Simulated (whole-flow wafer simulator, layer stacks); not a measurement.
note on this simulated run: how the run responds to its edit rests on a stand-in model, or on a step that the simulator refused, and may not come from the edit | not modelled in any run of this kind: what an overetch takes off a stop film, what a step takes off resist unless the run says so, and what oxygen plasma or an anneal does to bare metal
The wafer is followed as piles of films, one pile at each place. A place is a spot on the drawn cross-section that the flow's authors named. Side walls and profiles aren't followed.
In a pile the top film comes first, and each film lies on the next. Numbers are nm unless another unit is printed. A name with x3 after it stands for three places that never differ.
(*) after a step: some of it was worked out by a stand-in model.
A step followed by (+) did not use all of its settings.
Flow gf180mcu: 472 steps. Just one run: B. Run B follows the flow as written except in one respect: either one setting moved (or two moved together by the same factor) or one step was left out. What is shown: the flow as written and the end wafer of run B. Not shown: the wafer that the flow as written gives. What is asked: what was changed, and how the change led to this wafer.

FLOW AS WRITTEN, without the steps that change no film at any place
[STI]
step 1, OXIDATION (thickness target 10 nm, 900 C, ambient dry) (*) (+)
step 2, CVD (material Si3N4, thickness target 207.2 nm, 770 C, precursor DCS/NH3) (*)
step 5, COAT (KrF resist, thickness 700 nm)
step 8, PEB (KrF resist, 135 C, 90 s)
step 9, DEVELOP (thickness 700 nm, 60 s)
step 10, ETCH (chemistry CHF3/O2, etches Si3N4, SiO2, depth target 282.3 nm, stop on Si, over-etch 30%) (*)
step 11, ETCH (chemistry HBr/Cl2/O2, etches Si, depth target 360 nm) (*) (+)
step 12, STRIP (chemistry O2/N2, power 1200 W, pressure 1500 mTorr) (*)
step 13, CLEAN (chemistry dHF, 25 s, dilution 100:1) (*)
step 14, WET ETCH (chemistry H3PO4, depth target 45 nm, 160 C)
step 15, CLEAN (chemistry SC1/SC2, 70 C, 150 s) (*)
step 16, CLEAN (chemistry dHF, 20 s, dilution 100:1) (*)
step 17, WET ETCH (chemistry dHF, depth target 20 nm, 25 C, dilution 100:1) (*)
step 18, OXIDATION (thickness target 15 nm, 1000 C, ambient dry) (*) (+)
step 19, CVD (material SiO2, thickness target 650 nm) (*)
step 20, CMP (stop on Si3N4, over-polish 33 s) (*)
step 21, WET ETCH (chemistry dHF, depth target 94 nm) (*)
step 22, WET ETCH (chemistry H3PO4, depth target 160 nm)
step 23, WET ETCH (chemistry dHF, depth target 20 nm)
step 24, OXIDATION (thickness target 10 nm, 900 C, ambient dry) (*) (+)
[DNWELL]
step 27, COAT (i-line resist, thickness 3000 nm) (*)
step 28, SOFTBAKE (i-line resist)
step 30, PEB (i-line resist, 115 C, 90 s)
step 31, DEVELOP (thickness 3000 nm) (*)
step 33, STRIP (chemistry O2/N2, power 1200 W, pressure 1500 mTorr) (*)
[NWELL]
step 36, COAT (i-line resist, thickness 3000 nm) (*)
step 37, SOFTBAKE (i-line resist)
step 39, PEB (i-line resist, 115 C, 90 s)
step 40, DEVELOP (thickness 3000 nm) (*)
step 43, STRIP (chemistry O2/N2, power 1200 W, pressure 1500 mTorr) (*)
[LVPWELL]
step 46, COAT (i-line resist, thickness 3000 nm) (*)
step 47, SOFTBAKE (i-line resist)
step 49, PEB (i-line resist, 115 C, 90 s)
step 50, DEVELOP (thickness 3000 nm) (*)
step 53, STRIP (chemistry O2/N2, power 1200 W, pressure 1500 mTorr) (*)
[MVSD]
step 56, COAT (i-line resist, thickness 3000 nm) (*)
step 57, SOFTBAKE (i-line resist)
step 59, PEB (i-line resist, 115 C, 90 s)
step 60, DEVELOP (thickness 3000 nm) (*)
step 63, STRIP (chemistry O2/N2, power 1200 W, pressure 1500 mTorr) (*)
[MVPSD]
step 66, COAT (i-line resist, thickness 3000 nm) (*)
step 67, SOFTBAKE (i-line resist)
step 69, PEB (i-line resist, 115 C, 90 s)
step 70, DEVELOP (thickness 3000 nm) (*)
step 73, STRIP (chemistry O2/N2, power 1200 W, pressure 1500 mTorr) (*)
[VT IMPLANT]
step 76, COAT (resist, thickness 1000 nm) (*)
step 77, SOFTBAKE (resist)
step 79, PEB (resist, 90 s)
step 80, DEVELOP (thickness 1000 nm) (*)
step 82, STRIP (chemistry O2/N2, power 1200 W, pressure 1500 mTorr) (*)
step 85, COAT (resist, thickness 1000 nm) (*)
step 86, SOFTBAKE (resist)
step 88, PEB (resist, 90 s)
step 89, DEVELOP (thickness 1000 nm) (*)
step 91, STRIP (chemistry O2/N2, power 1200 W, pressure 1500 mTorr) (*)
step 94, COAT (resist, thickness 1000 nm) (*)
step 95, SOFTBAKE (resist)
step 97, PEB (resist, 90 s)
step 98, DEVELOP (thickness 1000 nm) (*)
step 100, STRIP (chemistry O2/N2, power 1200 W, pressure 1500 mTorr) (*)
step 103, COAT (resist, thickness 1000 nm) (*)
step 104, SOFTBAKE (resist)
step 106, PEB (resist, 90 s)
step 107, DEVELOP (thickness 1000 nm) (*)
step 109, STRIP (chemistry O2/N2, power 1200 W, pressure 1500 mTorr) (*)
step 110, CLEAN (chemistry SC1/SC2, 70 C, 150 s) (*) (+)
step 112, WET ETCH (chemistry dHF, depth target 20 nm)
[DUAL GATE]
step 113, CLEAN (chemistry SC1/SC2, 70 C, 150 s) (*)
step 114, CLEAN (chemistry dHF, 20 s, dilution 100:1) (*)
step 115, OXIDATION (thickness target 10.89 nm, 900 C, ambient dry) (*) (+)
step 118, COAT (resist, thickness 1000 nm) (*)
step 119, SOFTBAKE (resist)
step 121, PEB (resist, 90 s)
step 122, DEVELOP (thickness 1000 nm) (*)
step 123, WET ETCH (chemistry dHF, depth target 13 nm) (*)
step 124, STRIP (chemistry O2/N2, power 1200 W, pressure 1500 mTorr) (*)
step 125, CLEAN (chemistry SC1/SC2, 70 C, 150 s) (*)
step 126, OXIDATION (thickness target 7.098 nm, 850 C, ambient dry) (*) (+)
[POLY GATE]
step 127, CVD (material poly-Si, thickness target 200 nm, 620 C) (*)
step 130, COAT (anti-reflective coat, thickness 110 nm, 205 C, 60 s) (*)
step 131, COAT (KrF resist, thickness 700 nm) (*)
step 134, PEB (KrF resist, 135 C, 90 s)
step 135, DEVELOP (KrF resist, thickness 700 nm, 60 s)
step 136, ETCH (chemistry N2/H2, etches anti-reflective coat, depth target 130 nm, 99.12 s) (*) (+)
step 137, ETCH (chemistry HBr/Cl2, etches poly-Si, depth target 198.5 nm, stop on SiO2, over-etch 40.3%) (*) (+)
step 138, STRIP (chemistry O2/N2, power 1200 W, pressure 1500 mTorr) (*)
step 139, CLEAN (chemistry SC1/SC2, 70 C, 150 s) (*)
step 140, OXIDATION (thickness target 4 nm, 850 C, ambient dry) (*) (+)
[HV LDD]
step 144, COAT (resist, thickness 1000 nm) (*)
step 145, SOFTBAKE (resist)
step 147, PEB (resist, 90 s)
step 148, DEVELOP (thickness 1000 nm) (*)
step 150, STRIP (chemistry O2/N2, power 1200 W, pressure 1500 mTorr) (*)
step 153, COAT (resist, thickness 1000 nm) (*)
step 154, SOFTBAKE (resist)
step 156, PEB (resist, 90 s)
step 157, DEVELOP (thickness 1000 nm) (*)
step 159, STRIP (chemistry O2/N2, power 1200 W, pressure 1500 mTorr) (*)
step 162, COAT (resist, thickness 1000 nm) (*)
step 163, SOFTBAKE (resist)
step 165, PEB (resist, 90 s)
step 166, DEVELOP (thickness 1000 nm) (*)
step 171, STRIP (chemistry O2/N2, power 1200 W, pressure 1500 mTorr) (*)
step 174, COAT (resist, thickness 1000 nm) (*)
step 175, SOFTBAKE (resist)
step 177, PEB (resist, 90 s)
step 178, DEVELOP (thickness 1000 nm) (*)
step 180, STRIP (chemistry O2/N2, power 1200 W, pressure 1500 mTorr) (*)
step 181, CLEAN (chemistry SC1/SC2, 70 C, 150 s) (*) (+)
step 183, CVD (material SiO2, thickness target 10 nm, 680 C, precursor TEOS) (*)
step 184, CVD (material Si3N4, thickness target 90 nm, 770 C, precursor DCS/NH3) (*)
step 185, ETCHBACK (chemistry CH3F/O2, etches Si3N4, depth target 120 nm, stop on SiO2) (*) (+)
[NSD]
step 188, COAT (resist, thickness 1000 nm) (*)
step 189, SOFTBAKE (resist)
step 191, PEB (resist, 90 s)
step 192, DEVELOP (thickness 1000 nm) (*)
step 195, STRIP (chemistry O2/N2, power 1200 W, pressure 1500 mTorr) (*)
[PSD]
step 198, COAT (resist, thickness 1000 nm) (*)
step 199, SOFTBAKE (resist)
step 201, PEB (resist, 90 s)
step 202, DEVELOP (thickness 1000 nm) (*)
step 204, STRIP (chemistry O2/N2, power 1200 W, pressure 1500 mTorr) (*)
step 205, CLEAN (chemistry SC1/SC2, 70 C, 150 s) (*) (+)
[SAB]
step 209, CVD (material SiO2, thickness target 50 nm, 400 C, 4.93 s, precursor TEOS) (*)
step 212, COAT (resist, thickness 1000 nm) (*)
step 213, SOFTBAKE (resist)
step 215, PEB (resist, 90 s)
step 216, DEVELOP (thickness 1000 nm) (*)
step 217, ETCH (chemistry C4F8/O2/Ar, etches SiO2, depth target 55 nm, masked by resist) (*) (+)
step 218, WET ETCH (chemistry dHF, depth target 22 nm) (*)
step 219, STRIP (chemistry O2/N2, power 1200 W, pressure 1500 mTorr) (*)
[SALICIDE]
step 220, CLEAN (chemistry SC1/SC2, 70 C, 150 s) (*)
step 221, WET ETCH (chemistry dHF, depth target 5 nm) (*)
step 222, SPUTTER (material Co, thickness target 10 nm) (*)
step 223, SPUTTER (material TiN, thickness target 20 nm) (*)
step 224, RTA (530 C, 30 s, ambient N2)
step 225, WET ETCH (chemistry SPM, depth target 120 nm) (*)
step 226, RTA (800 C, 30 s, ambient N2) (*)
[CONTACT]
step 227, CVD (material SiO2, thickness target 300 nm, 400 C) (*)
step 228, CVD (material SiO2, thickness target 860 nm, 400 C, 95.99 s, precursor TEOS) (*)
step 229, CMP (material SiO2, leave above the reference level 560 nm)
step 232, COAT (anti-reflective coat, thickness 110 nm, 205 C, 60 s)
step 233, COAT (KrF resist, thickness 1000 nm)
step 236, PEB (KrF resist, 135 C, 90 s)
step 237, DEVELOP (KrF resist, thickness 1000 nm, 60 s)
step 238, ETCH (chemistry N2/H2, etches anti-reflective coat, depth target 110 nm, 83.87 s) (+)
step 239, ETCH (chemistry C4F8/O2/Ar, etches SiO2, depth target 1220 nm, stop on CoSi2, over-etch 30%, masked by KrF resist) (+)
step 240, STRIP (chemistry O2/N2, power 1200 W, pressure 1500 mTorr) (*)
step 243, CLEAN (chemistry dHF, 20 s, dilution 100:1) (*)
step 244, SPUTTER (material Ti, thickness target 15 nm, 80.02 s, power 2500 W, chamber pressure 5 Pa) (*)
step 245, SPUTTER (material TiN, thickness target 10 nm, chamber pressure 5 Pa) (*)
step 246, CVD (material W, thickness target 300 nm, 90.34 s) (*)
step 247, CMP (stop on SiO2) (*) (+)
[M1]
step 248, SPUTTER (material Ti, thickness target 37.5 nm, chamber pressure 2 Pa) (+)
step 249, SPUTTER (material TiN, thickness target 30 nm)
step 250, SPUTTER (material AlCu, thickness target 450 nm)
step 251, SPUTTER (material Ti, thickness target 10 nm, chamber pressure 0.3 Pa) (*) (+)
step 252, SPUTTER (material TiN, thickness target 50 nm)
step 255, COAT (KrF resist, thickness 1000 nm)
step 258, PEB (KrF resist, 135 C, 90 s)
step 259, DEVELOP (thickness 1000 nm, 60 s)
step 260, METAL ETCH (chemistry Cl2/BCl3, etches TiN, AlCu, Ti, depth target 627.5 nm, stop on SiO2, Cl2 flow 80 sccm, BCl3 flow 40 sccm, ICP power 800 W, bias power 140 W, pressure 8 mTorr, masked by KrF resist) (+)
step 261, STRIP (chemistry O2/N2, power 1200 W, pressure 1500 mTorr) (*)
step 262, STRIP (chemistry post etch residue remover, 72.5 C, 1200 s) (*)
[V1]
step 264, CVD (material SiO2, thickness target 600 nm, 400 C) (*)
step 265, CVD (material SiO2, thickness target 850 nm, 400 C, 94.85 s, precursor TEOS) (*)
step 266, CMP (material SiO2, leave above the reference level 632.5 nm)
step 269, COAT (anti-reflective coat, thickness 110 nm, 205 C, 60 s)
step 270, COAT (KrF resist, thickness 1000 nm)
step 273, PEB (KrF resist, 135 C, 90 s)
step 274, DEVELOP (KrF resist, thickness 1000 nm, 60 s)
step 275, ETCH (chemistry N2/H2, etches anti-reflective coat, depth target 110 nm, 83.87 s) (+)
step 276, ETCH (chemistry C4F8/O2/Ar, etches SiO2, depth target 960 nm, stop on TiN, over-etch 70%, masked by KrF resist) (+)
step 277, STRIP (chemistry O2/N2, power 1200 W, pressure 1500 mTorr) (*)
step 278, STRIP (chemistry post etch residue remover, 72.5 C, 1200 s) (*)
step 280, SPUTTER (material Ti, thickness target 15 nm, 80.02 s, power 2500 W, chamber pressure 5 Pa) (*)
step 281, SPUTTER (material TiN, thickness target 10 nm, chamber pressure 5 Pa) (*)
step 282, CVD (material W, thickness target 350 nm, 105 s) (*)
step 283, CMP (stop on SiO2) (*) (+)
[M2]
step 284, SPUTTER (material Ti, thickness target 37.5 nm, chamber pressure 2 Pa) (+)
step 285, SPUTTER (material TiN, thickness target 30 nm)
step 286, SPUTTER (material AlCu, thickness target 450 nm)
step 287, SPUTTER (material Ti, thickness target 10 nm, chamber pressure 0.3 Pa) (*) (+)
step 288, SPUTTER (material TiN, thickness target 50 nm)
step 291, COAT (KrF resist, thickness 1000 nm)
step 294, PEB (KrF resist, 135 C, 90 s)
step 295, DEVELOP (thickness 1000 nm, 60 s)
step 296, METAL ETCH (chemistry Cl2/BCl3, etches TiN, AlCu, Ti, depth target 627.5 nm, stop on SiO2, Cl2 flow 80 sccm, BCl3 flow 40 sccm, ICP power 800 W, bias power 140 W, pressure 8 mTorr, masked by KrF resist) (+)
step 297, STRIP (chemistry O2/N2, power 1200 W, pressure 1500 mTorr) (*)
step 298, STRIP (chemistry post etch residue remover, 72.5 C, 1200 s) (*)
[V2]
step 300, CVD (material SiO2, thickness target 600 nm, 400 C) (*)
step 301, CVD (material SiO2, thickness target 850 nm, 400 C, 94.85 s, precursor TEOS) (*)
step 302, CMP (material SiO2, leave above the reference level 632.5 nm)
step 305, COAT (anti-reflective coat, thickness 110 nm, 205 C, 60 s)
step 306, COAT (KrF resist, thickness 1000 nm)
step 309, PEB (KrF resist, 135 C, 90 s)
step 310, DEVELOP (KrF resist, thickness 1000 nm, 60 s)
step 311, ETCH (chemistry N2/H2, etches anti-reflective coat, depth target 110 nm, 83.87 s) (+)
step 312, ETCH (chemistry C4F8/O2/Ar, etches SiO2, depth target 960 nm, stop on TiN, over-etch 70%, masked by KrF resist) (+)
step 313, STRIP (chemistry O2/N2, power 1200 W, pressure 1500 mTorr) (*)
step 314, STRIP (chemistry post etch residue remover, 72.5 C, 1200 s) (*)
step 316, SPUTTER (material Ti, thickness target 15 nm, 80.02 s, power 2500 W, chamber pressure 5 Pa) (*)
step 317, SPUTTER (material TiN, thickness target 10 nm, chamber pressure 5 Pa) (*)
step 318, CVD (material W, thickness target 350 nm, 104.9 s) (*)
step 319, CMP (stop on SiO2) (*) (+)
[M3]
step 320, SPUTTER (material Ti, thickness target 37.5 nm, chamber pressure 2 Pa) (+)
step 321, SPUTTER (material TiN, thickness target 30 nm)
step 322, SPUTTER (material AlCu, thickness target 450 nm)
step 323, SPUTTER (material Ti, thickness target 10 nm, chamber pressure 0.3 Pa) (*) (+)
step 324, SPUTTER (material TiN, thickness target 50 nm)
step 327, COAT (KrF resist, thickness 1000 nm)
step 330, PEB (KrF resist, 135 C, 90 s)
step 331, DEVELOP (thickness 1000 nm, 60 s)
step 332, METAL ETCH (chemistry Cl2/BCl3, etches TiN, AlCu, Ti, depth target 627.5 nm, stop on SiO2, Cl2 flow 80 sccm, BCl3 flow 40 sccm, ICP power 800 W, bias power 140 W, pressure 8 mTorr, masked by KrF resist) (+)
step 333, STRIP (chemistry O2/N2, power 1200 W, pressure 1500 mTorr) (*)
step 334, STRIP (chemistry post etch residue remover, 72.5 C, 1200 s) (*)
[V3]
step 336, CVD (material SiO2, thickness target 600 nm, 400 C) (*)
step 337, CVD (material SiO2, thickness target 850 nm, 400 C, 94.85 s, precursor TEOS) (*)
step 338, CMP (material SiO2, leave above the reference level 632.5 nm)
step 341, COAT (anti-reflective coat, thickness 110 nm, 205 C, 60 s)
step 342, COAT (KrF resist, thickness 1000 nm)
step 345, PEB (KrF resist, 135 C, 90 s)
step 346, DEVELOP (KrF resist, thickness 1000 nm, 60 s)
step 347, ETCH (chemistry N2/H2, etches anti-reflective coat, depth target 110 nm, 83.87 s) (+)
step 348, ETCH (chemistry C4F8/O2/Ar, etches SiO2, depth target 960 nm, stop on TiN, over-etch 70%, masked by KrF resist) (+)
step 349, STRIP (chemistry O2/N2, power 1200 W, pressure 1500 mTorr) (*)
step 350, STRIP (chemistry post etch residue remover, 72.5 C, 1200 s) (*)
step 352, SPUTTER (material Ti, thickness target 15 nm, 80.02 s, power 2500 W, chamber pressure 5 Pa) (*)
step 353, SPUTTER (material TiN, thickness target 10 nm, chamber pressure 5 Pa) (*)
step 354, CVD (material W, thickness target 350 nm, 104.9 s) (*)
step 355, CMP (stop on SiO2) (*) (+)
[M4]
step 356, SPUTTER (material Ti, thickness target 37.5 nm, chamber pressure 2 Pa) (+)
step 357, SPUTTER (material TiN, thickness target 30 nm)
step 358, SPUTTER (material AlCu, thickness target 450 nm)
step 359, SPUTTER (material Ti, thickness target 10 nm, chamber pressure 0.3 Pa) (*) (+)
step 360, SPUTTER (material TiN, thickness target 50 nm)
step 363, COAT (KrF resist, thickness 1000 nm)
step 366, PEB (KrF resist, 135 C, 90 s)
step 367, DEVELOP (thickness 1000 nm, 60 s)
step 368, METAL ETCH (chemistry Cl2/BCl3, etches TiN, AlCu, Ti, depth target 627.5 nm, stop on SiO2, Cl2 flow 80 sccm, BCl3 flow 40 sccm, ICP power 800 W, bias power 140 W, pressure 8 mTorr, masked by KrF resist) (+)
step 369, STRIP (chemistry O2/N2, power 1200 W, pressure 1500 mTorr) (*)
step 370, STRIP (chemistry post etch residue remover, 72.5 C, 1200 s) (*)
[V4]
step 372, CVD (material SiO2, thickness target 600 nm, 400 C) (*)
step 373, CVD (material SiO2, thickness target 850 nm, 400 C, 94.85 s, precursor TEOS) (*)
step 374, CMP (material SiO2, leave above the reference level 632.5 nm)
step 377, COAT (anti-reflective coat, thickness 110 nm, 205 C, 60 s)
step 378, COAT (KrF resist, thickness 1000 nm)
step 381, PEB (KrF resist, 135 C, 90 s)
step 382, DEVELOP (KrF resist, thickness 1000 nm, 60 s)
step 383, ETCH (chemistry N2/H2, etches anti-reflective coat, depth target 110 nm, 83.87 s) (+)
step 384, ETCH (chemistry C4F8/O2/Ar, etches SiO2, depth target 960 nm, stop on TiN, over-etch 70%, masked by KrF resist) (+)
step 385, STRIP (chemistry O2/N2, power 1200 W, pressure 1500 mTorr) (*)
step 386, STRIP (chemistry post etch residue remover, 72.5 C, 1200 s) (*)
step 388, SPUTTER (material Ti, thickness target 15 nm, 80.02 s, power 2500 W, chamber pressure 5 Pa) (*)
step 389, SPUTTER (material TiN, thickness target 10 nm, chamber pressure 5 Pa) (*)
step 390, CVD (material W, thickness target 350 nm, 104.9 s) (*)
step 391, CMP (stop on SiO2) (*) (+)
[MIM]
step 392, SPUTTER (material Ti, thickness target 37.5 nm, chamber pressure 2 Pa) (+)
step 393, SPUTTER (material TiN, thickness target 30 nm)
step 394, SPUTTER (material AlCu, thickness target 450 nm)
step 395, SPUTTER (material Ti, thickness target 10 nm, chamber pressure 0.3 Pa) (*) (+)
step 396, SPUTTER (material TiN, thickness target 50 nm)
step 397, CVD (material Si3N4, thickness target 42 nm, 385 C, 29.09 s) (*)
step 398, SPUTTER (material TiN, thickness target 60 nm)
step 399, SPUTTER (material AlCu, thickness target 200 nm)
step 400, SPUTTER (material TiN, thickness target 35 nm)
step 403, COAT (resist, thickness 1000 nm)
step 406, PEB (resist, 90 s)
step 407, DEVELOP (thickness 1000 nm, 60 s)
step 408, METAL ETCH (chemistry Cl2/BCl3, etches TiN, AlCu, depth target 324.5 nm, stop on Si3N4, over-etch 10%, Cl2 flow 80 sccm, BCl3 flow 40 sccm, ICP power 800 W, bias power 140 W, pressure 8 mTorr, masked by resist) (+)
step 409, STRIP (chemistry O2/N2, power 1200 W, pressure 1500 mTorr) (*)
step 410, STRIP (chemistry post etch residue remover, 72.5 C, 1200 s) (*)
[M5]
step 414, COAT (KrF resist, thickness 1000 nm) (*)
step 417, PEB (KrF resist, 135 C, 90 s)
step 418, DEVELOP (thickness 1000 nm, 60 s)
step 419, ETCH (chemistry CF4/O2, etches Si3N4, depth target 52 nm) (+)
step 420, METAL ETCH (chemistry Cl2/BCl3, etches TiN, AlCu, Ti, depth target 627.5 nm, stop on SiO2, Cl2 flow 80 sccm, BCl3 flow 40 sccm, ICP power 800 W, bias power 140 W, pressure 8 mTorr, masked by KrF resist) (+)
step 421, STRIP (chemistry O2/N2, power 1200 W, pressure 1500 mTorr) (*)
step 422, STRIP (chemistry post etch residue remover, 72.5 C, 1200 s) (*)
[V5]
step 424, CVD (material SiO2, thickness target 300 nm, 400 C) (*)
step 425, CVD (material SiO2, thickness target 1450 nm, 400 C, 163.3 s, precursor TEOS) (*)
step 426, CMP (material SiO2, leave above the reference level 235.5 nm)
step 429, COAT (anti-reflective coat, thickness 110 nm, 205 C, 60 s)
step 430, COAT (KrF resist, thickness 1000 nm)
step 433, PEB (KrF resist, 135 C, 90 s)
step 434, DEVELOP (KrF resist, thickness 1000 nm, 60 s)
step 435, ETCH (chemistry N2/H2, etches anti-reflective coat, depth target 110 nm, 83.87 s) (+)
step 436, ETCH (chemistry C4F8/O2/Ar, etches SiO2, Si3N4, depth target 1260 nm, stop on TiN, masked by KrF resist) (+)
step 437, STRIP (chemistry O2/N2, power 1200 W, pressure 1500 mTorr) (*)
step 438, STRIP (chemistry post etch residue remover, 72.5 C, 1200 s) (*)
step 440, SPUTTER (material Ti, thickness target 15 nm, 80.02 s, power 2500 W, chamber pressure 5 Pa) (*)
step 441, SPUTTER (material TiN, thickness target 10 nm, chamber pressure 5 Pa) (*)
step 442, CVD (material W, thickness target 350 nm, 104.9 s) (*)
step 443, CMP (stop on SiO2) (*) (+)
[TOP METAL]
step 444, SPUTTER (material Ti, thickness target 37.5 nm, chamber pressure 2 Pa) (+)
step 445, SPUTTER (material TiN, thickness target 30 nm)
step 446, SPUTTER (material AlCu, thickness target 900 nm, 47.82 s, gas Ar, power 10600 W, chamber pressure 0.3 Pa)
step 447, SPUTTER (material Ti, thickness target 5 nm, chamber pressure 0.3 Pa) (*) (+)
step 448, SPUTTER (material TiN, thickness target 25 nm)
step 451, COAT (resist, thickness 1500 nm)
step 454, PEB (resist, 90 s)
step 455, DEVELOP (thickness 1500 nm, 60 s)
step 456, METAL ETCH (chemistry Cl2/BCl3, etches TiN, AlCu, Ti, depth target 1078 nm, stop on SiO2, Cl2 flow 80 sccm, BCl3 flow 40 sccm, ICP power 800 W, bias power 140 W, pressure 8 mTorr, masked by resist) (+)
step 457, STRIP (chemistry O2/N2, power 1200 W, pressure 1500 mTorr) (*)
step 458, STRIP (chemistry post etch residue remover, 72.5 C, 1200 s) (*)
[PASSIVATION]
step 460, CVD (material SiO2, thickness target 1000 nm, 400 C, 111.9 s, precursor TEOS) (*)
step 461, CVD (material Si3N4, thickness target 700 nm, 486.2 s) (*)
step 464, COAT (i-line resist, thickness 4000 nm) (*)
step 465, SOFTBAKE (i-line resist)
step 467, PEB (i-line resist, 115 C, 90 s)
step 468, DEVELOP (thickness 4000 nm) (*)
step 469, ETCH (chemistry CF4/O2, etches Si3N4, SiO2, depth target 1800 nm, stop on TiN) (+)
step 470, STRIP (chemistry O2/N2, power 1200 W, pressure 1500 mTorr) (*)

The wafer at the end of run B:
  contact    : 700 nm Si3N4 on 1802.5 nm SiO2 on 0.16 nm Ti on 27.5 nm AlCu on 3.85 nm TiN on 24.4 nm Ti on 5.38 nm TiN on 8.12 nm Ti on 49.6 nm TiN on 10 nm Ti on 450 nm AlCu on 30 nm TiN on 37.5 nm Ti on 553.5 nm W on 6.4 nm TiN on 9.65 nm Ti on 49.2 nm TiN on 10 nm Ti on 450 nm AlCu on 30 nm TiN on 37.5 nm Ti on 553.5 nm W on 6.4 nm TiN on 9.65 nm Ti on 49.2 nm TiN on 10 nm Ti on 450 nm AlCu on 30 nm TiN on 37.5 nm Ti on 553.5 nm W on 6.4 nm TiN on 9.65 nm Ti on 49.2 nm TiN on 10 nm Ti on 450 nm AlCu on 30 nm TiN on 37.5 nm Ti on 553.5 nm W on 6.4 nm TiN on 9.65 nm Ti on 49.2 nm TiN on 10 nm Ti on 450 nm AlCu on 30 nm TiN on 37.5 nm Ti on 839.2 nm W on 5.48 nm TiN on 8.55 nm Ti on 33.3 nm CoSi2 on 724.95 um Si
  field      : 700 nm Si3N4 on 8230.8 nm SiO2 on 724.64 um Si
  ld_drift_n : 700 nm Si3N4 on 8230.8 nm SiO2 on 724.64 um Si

What caused this: step 442, CVD: material W, thickness target 350 nm, 104.9 s (*), was omitted.

The path from the change to this, step by step:
  step 443, CMP (stop on SiO2) (*) (+)
      field, field__w1, field__w2 and 108 more: TiN loses 10 (all of it), Ti loses 15 (all of it), SiO2 loses 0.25 (in the flow as written it would be: W loses 350 (all of it), TiN loses 10 (all of it), Ti loses 15 (all of it), SiO2 loses 3.78)
      contact: nothing (in the flow as written it would be: W loses 378.8)
  step 444, SPUTTER (material Ti, thickness target 37.5 nm, chamber pressure 2 Pa) (+)
      contact: Ti gains 24.4 (new film) (in the flow as written it would be: Ti gains 37.5 (new film))
  step 445, SPUTTER (material TiN, thickness target 30 nm)
      contact: TiN gains 3.85 (new film) (in the flow as written it would be: TiN gains 30 (new film))
  step 446, SPUTTER (material AlCu, thickness target 900 nm, 47.82 s, gas Ar, power 10600 W, chamber pressure 0.3 Pa)
      contact: AlCu gains 27.5 (new film) (in the flow as written it would be: AlCu gains 900 (new film))
  step 447, SPUTTER (material Ti, thickness target 5 nm, chamber pressure 0.3 Pa) (*) (+)
      contact: Ti gains 0.16 (new film) (in the flow as written it would be: Ti gains 5 (new film))
  step 448, SPUTTER (material TiN, thickness target 25 nm)
      contact: TiN gains 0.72 (new film) (in the flow as written it would be: TiN gains 25 (new film))
  step 451, COAT (resist, thickness 1500 nm)
      field__w1: resist gains 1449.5 (new film) (in the flow as written it would be: resist gains 1500 (new film))
      field__w4: resist gains 1462 (new film) (in the flow as written it would be: resist gains 1500 (new film))
      (also at 9 further places)
  step 452, SOFTBAKE (resist)
      field__w1: resist gains 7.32 (in the flow as written it would be: nothing)
      field__w4: resist gains 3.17 (in the flow as written it would be: nothing)
      (also at 16 further places)
  step 454, PEB (resist, 90 s)
      field__w1, polyc_p_rim: resist loses 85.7 (in the flow as written it would be: resist loses 88.2)
      n_well, active_hv: resist loses 86.1 (in the flow as written it would be: resist loses 88.2)
      (also at 8 further places)
  step 455, DEVELOP (thickness 1500 nm, 60 s)
      field__w1: resist loses 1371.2 (all of it) (in the flow as written it would be: resist loses 1411.8 (all of it))
      field__w4: resist loses 1379 (all of it) (in the flow as written it would be: resist loses 1411.8 (all of it))
      (also at 6 further places)
  step 457, STRIP (chemistry O2/N2, power 1200 W, pressure 1500 mTorr) (*)
      field__w8: resist loses 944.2 (all of it) (in the flow as written it would be: resist loses 980.8 (all of it))
      contact: resist loses 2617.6 (all of it) (in the flow as written it would be: resist loses 980.8 (all of it))
      (also at 2 further places)
  step 458, STRIP (chemistry post etch residue remover, 72.5 C, 1200 s) (*)
      contact: TiN loses 0.72 (all of it) (in the flow as written it would be: TiN loses 0.42)
  step 460, CVD (material SiO2, thickness target 1000 nm, 400 C, 111.9 s, precursor TEOS) (*)
      contact: SiO2 gains 1802.5 (new film) (in the flow as written it would be: SiO2 gains 1000 (new film))
  step 464, COAT (i-line resist, thickness 4000 nm) (*)
      contact: i-line resist gains 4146 (new film) (in the flow as written it would be: i-line resist gains 3153.6 (new film))
  step 465, SOFTBAKE (i-line resist)
      field__w1: i-line resist loses 16 (in the flow as written it would be: i-line resist loses 16.8)
      field__w4: i-line resist loses 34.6 (in the flow as written it would be: i-line resist loses 37.1)
      (also at 8 further places)
  step 467, PEB (i-line resist, 115 C, 90 s)
      contact: i-line resist loses 52 (in the flow as written it would be: i-line resist loses 35.1)
  step 470, STRIP (chemistry O2/N2, power 1200 W, pressure 1500 mTorr) (*)
      contact: i-line resist loses 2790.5 (all of it) (in the flow as written it would be: i-line resist loses 1811.2 (all of it))
